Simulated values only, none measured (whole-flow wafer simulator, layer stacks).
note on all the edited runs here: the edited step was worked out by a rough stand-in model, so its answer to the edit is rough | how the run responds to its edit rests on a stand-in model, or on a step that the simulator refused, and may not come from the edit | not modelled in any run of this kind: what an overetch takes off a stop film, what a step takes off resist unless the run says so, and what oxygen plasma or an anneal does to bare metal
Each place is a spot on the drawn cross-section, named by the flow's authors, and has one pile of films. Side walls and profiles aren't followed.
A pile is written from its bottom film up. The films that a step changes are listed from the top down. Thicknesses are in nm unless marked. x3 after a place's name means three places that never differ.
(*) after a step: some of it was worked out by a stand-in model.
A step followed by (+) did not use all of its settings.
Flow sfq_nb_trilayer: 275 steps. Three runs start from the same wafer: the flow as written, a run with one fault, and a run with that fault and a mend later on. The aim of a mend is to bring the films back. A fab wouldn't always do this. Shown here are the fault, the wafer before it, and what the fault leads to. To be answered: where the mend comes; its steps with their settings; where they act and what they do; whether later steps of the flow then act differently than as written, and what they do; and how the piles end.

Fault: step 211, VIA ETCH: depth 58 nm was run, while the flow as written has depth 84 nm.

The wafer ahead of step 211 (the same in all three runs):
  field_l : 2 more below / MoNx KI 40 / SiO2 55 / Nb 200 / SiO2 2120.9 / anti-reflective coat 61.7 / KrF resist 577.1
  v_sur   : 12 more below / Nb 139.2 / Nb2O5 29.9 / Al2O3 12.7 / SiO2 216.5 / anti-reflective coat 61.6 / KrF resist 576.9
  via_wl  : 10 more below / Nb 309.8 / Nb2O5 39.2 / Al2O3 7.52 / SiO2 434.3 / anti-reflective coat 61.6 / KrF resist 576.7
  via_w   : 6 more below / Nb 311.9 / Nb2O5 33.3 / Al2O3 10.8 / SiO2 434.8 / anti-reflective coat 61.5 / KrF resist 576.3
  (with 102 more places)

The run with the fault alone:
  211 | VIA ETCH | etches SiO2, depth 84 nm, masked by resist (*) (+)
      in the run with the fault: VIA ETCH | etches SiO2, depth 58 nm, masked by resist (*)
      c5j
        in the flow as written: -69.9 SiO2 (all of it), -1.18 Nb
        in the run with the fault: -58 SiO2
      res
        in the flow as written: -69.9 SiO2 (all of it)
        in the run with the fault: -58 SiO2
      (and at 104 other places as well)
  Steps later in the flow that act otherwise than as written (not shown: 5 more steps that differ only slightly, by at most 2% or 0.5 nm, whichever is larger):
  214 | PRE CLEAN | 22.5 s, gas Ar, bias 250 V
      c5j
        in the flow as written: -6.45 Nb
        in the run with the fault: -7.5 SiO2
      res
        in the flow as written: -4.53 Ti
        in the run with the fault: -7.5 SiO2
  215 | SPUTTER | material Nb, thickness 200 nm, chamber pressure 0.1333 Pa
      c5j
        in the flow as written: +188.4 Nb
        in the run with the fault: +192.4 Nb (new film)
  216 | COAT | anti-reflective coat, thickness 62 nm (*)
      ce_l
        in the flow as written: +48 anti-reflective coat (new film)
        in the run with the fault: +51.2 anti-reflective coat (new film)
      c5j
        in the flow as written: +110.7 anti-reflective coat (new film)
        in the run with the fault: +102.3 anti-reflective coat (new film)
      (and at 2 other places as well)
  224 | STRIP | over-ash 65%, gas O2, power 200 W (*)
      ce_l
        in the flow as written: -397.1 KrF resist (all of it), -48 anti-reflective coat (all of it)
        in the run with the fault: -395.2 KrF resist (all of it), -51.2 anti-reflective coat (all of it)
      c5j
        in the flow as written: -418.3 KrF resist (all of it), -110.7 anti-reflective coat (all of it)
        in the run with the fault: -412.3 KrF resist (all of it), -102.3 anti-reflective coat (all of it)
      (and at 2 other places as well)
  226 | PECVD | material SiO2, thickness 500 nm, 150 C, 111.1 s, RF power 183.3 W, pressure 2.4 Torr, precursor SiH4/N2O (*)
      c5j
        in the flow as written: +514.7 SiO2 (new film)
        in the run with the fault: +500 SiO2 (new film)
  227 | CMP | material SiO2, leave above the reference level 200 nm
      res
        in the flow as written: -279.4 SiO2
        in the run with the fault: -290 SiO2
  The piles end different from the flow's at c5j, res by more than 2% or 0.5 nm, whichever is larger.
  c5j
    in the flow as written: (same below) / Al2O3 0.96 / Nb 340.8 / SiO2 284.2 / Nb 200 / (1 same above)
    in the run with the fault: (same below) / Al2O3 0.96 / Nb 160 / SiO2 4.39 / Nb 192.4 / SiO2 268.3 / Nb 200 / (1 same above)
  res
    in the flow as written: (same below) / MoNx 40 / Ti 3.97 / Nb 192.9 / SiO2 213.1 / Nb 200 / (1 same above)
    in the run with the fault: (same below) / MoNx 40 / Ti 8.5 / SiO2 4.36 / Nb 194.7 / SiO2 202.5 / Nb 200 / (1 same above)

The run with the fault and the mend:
  After step 212 comes the mend.
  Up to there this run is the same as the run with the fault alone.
  212a | COAT | anti-reflective coat, thickness 62 nm (*) (the flow's step 204, run once more)
      ln_m5, p4_fl x3, p4_w1 x9 and 52 more
        +62 anti-reflective coat (new film)
      field_r, lsp_m, ln_m6 and 7 more
        +61.9 anti-reflective coat (new film)
      v_sur, via_wl
        +61.5 anti-reflective coat (new film)
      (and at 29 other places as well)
  212b | COAT | KrF resist, thickness 650 nm (*) (the flow's step 205, run once more)
      l0_sur, l0v, p4_fl x3 and 44 more
        +650 KrF resist (new film)
      wl_b_m5, wl_b_sr, wl_c_sl and 12 more
        +649.9 KrF resist (new film)
      r5r_line_l, r5r_line_c, r5r_line_r
        +634.3 KrF resist (new film)
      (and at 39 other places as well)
  212c | SOFTBAKE | KrF resist (the flow's step 206, run once more)
      alters no film at any place that is followed
  212d | EXPOSE | photomask C5, dose 11.94 mJ/cm2, NA 0.6, wavelength 248 nm (*) (the flow's step 207, run once more)
      alters no film at any place that is followed
  212e | PEB | KrF resist, 90 s (the flow's step 208, run once more)
      field_l, sp_r, moat and 79 more
        -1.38 KrF resist
      v_sur, via_wl, via_w, via_wr, via_sp, be_sur, jj_sur, res
        -1.37 KrF resist
      r5r_line_l, r5r_line_c, r5r_line_r
        -1.34 KrF resist
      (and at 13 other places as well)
  212f | DEVELOP | KrF resist, thickness 650 nm, 60 s (the flow's step 209, run once more)
      field_l, v_sur, via_wl and 101 more
        -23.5 KrF resist
      c5j
        -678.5 KrF resist (all of it)
      res
        -647.1 KrF resist (all of it)
  212g | VIA ETCH | etches anti-reflective coat, depth 125 nm, masked by resist (+) (the flow's step 210, run once more)
      field_l, v_sur, via_wl and 101 more
        -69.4 KrF resist
      c5j
        -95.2 anti-reflective coat (all of it), -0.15 SiO2
      res
        -84.2 anti-reflective coat (all of it), -0.2 SiO2
  212h | VIA ETCH | etches SiO2, depth 26 nm, masked by resist (*) (+) (the flow's step 211, run once more with other settings)
      field_l, v_sur, via_wl and 101 more
        -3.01 KrF resist
      c5j
        -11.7 SiO2 (all of it), -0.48 Nb
      res
        -11.7 SiO2 (all of it)
  212i | STRIP | over-ash 65%, gas O2, power 200 W (*) (the flow's step 212, run once more)
      p4_fl x3, p4_w1 x9, p4_g1 x2 and 33 more
        -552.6 KrF resist (all of it), -62 anti-reflective coat (all of it)
      wl_b_sl, wl_b_m5, wl_b_sr and 14 more
        -552.5 KrF resist (all of it), -62 anti-reflective coat (all of it)
      wl_j_sl, wl_j_sr
        -552.8 KrF resist (all of it), -60.2 anti-reflective coat (all of it)
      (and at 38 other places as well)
  Every later step of the flow that is run acts as written, at every place that is followed, to within 2% or 0.5 nm, whichever is larger.
  At the end the piles are close to the flow's at the places that both follow, differing by at most 2% or 0.5 nm, whichever is larger.
